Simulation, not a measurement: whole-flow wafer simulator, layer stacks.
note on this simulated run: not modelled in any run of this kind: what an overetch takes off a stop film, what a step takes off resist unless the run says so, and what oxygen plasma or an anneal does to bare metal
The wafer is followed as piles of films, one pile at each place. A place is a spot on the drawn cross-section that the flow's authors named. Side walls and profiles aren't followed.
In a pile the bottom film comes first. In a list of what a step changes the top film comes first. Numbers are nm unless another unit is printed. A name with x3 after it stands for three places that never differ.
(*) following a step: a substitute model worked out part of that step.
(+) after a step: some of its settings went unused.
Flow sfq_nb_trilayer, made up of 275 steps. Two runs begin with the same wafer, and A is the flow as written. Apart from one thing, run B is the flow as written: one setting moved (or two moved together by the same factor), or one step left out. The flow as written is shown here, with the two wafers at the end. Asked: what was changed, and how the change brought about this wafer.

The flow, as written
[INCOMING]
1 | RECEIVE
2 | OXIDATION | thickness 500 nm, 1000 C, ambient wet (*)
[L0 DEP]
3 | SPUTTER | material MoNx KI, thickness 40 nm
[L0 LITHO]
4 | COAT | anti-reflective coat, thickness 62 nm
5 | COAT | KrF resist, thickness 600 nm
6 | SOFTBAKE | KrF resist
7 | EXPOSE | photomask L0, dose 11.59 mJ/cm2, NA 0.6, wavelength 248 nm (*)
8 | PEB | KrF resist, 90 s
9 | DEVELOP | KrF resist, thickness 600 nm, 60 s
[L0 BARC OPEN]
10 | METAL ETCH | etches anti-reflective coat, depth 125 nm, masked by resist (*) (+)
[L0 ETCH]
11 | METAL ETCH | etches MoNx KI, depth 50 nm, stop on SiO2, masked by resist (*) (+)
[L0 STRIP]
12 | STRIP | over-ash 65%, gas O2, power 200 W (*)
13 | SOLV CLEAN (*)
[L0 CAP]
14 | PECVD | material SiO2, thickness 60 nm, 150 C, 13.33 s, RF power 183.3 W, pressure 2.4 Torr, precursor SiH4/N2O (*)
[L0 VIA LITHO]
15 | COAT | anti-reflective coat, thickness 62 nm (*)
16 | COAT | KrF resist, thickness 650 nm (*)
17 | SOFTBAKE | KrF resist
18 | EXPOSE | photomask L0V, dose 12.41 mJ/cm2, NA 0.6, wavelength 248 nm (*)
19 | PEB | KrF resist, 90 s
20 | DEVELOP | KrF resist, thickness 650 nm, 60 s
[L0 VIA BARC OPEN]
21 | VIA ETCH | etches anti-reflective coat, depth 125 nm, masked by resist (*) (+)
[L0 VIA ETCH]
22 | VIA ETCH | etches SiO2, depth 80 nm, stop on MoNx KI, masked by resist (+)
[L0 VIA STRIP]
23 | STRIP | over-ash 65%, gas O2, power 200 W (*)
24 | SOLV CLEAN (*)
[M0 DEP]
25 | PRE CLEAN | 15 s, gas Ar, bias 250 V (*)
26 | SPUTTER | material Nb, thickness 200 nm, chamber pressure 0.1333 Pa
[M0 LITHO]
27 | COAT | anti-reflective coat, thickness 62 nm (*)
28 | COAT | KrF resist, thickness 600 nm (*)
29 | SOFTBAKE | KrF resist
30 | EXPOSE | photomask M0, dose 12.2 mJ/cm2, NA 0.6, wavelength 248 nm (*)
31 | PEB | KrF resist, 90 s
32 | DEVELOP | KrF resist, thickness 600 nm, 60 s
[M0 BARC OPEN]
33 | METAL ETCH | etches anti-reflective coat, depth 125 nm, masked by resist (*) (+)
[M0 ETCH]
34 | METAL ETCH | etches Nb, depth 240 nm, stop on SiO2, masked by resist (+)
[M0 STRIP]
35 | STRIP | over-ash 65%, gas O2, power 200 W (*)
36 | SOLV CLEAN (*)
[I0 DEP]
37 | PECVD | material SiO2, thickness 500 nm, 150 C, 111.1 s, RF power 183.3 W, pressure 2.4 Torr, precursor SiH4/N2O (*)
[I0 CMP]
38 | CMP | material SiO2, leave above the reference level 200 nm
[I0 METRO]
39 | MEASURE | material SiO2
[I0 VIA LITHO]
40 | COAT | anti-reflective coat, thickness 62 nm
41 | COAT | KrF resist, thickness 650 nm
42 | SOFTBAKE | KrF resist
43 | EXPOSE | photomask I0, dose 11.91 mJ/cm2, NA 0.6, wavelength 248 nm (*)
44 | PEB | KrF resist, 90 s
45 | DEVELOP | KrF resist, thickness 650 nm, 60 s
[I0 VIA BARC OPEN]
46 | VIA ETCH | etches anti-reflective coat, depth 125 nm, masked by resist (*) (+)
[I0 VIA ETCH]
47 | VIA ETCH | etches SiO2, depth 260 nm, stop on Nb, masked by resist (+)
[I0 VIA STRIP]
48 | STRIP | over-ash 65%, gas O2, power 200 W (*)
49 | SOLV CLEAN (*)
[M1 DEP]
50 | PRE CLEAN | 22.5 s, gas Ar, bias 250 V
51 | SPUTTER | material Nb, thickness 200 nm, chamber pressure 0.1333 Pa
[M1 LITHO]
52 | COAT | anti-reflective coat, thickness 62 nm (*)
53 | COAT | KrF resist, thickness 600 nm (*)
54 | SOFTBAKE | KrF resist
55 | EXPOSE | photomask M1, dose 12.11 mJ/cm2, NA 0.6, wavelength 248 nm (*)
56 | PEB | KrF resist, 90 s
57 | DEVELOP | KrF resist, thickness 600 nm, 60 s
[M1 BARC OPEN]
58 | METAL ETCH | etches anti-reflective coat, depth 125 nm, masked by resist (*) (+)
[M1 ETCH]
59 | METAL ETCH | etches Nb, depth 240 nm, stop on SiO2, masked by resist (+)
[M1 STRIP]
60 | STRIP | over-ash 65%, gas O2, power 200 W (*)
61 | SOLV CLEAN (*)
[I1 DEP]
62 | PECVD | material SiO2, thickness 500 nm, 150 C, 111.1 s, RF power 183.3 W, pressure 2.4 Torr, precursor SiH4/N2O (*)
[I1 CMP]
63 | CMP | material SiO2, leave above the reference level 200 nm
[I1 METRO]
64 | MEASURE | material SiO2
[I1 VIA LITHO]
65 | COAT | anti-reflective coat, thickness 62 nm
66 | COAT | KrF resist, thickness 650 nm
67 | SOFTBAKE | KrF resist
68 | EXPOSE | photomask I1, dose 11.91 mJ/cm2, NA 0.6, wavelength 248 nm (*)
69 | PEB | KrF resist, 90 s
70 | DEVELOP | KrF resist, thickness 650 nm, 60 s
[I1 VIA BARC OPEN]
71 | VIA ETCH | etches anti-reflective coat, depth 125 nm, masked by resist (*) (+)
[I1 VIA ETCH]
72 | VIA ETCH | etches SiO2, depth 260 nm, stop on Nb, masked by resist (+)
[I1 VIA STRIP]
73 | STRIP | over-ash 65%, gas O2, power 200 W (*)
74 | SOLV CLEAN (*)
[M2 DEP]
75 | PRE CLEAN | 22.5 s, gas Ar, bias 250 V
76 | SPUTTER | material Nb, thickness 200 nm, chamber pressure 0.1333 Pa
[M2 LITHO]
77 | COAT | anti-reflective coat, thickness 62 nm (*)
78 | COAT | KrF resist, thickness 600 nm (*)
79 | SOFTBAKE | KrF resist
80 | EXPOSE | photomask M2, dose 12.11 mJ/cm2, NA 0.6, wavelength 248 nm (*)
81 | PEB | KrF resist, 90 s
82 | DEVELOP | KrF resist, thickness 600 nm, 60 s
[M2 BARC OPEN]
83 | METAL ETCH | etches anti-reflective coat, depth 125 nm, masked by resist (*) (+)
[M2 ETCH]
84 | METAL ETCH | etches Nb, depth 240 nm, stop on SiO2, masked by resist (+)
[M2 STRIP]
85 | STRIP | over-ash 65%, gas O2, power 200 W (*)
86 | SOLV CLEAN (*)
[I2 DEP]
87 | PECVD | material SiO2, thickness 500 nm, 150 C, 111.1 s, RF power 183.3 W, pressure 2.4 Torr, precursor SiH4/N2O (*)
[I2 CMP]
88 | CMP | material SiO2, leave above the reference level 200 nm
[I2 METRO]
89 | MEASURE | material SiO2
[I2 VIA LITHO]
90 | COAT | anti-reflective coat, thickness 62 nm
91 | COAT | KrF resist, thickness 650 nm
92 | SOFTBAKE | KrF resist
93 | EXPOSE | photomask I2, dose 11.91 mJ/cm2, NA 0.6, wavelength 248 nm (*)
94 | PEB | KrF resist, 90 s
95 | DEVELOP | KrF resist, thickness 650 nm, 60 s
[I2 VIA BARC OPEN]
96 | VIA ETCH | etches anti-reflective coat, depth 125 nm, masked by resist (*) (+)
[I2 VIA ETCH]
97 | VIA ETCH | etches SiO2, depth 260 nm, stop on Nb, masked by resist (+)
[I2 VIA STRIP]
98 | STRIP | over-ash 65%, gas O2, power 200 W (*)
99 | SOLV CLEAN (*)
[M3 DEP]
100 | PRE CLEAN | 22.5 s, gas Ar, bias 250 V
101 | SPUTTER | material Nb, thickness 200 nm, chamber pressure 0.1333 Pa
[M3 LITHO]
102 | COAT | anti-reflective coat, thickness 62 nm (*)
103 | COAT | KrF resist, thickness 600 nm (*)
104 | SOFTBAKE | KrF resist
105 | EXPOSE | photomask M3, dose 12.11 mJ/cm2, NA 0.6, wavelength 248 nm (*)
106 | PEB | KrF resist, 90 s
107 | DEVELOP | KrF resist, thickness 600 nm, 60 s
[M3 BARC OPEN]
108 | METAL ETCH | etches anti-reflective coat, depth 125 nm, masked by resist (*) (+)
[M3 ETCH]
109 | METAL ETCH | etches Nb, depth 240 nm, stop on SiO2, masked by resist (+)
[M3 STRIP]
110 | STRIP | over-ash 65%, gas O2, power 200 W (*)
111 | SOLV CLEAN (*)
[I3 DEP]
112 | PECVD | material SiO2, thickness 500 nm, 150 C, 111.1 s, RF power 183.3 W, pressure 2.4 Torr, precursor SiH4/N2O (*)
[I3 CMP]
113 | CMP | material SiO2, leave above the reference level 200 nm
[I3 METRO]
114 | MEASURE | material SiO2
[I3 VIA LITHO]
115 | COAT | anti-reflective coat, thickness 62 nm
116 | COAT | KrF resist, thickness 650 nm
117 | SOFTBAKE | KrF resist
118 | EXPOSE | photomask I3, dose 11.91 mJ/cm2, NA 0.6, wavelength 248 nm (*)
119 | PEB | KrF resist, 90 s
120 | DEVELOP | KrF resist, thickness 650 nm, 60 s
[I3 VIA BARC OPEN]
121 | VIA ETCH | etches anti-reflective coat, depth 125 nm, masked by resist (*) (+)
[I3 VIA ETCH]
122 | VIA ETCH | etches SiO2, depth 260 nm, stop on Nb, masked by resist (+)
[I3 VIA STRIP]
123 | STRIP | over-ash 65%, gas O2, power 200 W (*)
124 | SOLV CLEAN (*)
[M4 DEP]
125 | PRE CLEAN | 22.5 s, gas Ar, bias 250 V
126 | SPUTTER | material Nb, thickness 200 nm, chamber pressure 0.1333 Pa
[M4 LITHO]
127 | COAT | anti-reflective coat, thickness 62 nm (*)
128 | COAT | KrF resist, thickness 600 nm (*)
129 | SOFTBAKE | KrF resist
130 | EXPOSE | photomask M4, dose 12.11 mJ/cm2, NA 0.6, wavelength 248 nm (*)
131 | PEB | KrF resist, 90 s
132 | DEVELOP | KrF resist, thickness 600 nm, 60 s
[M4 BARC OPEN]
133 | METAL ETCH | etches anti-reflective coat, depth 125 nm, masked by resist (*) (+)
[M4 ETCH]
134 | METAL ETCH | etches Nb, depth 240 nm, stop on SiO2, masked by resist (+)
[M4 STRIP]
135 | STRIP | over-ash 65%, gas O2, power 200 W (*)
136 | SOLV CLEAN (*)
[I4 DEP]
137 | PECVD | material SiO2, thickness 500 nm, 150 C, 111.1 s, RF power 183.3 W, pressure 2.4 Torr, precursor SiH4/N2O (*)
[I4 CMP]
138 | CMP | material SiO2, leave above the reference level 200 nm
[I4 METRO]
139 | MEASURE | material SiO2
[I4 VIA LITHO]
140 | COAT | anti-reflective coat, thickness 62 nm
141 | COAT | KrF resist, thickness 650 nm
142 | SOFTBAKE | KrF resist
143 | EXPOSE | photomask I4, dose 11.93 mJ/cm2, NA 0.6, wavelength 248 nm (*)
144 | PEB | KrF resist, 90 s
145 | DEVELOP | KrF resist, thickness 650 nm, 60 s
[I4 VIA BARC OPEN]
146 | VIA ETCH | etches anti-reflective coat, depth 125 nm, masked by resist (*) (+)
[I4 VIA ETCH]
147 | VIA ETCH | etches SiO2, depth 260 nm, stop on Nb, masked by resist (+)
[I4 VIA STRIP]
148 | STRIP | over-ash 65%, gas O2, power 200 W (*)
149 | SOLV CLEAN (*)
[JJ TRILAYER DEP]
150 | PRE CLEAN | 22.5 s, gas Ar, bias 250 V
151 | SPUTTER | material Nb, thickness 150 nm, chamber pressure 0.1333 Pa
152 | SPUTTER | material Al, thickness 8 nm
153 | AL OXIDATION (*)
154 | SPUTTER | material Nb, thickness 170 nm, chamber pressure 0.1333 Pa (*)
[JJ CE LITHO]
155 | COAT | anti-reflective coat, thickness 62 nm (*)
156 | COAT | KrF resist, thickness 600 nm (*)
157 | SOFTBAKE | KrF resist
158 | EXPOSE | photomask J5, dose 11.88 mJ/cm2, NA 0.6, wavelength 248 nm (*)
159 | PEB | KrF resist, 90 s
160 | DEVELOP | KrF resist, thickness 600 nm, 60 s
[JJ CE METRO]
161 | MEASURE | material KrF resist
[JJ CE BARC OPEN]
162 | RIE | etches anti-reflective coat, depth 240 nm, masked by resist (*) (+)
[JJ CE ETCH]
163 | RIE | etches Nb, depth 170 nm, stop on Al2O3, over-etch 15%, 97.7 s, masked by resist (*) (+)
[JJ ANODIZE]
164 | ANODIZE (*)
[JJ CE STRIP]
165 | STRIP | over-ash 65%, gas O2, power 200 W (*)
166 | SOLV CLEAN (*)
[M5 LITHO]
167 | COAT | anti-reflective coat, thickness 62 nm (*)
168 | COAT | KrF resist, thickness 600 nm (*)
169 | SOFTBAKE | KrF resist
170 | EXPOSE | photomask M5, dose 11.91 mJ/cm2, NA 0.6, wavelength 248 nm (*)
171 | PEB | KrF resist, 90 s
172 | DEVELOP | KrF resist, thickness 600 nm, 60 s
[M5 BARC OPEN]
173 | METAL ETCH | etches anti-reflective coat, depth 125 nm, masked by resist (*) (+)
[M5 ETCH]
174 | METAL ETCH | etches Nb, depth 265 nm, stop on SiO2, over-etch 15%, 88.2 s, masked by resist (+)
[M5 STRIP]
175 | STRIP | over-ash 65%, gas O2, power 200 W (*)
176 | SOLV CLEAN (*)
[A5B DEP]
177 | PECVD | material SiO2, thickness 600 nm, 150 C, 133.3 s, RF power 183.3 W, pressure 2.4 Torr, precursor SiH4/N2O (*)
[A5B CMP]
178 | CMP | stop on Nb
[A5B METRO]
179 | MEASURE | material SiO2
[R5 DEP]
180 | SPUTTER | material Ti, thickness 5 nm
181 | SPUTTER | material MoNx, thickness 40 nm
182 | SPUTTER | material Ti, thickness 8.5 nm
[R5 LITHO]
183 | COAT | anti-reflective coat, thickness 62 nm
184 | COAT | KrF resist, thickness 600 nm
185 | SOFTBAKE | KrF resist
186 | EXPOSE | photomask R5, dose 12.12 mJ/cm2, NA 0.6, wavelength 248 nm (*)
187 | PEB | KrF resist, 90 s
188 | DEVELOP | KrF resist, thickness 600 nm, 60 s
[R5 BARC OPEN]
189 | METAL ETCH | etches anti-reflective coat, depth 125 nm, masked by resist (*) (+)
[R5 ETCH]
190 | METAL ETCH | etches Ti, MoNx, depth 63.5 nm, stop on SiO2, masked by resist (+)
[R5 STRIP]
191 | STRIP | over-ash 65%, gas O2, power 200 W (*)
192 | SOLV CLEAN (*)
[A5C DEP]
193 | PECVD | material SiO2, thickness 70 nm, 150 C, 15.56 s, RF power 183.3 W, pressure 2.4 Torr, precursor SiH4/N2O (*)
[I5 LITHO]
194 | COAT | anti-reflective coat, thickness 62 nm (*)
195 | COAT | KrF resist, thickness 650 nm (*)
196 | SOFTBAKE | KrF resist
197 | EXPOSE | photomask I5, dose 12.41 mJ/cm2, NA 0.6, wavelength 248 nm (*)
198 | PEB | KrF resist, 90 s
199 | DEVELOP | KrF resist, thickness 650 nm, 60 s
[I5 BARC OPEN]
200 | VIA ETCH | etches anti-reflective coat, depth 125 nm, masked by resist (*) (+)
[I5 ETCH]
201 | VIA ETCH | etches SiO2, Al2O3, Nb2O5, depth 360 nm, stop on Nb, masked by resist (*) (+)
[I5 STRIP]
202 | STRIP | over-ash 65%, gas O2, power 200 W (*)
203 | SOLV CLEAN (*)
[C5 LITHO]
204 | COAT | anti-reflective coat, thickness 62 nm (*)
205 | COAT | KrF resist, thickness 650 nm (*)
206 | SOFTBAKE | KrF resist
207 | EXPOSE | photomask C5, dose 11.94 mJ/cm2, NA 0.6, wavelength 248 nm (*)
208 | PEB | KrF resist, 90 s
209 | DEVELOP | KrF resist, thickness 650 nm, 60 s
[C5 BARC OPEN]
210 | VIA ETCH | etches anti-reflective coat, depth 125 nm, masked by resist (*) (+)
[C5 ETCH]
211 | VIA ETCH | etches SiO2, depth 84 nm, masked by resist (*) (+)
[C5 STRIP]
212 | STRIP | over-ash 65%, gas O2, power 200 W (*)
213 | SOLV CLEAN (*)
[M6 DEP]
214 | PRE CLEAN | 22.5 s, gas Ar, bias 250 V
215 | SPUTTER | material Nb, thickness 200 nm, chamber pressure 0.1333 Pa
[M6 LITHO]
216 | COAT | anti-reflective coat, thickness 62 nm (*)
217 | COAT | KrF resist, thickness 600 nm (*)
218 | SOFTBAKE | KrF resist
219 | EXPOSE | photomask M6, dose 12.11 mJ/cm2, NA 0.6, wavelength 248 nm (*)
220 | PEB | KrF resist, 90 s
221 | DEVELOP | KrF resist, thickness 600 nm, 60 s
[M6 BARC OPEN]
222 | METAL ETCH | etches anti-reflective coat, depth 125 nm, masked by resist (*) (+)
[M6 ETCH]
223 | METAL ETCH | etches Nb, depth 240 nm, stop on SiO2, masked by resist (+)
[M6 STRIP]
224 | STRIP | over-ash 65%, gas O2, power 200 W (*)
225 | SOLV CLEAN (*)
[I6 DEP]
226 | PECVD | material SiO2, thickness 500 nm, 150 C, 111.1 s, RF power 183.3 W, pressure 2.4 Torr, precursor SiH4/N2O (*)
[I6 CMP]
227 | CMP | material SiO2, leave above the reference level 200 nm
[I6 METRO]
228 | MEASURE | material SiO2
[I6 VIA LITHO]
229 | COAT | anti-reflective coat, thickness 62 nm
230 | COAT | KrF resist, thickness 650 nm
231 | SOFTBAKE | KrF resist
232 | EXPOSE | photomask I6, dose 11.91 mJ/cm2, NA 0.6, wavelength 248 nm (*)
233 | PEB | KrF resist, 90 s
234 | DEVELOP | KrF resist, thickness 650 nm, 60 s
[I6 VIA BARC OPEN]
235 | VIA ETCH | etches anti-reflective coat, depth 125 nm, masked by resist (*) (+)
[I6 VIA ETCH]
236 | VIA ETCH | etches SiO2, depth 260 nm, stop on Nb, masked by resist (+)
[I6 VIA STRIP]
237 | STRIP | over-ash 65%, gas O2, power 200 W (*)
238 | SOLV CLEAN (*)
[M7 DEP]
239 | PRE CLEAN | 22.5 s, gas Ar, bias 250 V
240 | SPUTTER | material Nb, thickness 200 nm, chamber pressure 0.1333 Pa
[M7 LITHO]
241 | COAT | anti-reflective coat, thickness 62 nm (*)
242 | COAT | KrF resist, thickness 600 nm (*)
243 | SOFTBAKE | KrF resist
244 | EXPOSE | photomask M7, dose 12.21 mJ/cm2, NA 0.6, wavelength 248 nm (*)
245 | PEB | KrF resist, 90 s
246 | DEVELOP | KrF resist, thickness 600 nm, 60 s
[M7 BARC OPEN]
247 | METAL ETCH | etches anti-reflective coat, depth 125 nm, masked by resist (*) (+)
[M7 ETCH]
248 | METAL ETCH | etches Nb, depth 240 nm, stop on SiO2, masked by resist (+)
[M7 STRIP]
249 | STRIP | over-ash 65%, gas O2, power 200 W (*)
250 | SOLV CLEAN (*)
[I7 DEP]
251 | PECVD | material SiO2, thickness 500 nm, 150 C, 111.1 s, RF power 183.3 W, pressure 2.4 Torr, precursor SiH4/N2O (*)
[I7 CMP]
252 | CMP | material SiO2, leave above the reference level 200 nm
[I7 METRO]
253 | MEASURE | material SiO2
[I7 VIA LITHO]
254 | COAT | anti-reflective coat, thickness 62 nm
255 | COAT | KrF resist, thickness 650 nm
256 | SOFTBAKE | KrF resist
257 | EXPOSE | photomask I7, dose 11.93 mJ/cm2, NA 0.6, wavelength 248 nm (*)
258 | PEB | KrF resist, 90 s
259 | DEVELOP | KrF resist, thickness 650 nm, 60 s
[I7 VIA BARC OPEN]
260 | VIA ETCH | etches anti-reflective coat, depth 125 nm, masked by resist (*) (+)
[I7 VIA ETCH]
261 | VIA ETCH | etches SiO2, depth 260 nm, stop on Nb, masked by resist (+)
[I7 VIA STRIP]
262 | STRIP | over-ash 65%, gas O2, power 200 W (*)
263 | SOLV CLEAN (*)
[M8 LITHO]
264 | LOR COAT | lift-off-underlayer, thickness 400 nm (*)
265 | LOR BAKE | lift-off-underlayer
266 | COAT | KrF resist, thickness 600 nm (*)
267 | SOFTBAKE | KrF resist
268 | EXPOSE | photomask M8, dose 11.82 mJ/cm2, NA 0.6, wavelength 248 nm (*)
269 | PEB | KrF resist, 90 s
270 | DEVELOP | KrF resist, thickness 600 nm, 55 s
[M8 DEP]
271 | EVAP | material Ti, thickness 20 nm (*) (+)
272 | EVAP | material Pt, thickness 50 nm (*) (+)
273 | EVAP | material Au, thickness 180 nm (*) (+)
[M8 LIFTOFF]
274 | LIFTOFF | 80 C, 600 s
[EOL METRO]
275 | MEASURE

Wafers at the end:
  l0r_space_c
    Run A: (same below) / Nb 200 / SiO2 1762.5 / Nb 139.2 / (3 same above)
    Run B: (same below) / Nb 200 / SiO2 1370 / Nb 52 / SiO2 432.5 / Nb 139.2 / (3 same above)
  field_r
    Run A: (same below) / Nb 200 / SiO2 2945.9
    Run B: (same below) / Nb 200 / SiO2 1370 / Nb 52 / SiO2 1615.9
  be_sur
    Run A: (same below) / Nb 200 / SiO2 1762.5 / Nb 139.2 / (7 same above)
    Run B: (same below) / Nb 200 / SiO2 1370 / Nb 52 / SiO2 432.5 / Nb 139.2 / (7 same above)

The reason: step 126, SPUTTER: thickness 292 nm was run, though the flow has thickness 200 nm.

Step by step, how the change led to this:
  126 | SPUTTER | material Nb, thickness 200 nm, chamber pressure 0.1333 Pa
      field_l, v_sur, via_wl and 102 more: A +200 Nb (new film) | B +292 Nb (new film)
      via_v: A +165.5 Nb | B +243 Nb
  134 | METAL ETCH | etches Nb, depth 240 nm, stop on SiO2, masked by resist (+)
      field_l, be, be_sur and 64 more: A -200 Nb (all of it) | B -240 Nb
  137 | PECVD | material SiO2, thickness 500 nm, 150 C, 111.1 s, RF power 183.3 W, pressure 2.4 Torr, precursor SiH4/N2O (*)
      field_l, be, be_sur and 55 more: A +500 SiO2 | B +500 SiO2 (new film)
      p3_s0, p3_s1, p3_s2, p3_s3, p3_s4, p3_s5: A +557.1 SiO2 | B +597.1 SiO2 (new film)
      (as well as at 3 more places)
  138 | CMP | material SiO2, leave above the reference level 200 nm
      field_l, be, be_sur and 55 more: A -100 SiO2 | B -60 SiO2
      lsp_r, l0_sur, l0v: A -91.9 SiO2 | B -50.3 SiO2
      (as well as at 1 more place)
Taking metal films that touch as one body, l0r_space_c has 3 bodies (between them, from the top down: SiO2 432.5; SiO2 1370); the flow as written gives 2 bodies (between them, from the top down: SiO2 1762.5).
Taking metal films that touch as one body, field_r has 2 bodies (between them, from the top down: SiO2 1370); the flow as written gives 1 body.
Taking metal films that touch as one body, be_sur has 5 bodies (between them, from the top down: SiO2 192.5; SiO2 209 / Al2O3 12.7 / Nb2O5 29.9; SiO2 432.5; SiO2 1370); the flow as written gives 4 bodies (between them, from the top down: SiO2 192.5; SiO2 209 / Al2O3 12.7 / Nb2O5 29.9; SiO2 1762.5).
